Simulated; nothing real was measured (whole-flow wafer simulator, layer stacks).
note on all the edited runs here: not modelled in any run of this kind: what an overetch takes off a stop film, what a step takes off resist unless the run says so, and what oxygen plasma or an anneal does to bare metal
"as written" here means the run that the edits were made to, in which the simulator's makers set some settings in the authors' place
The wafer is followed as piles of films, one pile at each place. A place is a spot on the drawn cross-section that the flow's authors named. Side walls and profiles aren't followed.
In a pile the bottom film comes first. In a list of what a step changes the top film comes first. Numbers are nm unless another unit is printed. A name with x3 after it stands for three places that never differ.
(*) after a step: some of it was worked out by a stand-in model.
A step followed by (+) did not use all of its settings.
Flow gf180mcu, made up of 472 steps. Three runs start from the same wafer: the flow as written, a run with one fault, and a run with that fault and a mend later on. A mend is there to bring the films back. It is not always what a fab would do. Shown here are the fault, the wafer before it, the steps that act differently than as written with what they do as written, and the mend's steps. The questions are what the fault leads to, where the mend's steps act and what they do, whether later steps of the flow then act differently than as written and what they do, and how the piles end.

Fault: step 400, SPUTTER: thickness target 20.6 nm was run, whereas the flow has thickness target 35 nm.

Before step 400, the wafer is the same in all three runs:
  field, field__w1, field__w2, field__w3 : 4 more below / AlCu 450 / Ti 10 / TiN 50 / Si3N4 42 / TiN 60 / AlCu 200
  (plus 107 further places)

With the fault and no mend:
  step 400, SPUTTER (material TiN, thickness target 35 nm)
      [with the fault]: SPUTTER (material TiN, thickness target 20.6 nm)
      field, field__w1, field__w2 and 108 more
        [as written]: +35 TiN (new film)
        [with the fault]: +20.6 TiN (new film)
  Steps later in the flow that act otherwise than as written (8 other steps are not shown; they differ only slightly, by no more than 2% or 0.5 nm, whichever is larger):
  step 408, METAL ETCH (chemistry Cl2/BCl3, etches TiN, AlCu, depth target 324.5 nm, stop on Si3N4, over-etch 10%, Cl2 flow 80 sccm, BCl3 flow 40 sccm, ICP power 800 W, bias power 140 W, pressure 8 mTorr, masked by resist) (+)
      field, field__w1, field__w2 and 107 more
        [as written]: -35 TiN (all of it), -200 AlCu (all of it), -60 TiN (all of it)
        [with the fault]: -20.6 TiN (all of it), -200 AlCu (all of it), -60 TiN (all of it)
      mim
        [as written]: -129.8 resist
        [with the fault]: -123.5 resist
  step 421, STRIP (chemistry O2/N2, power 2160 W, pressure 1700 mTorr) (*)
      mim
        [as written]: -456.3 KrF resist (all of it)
        [with the fault]: -467.1 KrF resist (all of it)
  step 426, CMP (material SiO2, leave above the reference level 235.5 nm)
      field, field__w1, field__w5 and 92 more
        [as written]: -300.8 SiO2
        [with the fault]: -315.2 SiO2
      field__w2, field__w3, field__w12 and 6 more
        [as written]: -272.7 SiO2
        [with the fault]: -287.1 SiO2
  By the end, the piles at mim depart from the flow's by more than 2% or 0.5 nm, whichever is larger.
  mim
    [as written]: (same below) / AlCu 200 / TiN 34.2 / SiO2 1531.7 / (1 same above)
    [with the fault]: (same below) / AlCu 200 / TiN 19.8 / SiO2 1531.7 / (1 same above)

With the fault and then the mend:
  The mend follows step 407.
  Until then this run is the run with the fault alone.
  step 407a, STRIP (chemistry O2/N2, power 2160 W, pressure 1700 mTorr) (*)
      mim
        -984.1 resist (all of it)
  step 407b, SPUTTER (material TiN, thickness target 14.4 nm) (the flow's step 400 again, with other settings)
      field, field__w1, field__w2 and 108 more
        +14.4 TiN
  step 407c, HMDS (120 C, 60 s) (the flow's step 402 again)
      leaves every film unchanged at each place that is followed
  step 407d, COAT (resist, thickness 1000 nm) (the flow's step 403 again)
      field, field__w1, field__w2 and 108 more
        +1000 resist (new film)
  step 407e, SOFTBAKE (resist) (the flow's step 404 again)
      leaves every film unchanged at each place that is followed
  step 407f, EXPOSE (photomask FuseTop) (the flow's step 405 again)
      leaves every film unchanged at each place that is followed
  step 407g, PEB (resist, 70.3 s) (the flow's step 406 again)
      field, field__w1, field__w2 and 108 more
        -15.9 resist
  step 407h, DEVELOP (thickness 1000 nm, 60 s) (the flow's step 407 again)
      field, field__w1, field__w2 and 107 more
        -984.1 resist (all of it)
  None of the later steps of the flow acts differently than as written at any place that is followed.
  At every place that both follow, the piles at the end match the flow's.
